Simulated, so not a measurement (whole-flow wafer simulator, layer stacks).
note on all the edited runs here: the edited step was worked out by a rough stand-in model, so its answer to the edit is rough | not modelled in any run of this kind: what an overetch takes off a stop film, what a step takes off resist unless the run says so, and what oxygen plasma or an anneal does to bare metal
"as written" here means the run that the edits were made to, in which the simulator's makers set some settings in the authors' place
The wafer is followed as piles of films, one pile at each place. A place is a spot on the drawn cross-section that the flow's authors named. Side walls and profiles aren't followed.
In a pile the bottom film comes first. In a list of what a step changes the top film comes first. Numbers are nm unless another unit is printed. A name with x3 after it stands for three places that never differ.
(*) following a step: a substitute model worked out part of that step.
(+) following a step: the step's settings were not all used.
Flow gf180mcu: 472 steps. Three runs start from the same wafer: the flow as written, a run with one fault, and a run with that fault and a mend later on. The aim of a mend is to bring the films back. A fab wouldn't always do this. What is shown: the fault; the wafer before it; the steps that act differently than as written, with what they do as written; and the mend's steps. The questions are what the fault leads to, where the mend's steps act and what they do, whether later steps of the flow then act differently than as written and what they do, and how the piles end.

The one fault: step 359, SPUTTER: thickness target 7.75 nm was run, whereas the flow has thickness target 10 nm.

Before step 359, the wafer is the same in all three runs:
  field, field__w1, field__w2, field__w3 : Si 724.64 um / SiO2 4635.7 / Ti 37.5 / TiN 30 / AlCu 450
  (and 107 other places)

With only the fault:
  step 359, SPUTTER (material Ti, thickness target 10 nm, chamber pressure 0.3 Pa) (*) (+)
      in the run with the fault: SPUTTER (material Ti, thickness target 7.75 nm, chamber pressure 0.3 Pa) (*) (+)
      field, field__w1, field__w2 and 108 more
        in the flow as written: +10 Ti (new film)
        in the run with the fault: +7.75 Ti (new film)
  Steps later in the flow that act otherwise than as written (not shown: 4 more steps that differ only slightly, by at most 2% or 0.5 nm, whichever is larger):
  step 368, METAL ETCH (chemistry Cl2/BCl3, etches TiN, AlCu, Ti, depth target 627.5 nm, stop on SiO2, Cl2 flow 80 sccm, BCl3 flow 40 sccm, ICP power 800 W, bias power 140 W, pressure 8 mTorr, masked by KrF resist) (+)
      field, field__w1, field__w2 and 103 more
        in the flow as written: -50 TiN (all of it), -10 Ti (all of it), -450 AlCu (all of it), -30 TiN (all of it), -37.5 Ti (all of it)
        in the run with the fault: -50 TiN (all of it), -7.75 Ti (all of it), -450 AlCu (all of it), -30 TiN (all of it), -37.5 Ti (all of it)
  By the end, the piles at field__w8, contact, m1, m1__w1, m1_nw depart from the flow's by more than 2% or 0.5 nm, whichever is larger.
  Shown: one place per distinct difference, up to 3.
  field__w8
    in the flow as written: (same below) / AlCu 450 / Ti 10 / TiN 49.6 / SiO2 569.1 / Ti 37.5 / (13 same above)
    in the run with the fault: (same below) / AlCu 450 / Ti 7.75 / TiN 49.6 / SiO2 571.4 / Ti 37.5 / (13 same above)
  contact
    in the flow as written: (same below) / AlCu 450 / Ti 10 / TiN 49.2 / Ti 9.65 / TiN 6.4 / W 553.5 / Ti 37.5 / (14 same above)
    in the run with the fault: (same below) / AlCu 450 / Ti 7.75 / TiN 49.2 / Ti 9.64 / TiN 6.4 / W 555.8 / Ti 37.5 / (14 same above)

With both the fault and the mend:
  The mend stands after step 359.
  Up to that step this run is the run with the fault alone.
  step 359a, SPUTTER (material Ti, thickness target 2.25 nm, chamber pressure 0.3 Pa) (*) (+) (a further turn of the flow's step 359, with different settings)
      field, field__w1, field__w2 and 108 more
        +2.25 Ti
  Later steps of the flow that are run all act as written at every place that is followed.
  By the end, the piles equal the flow's at every place that both follow.
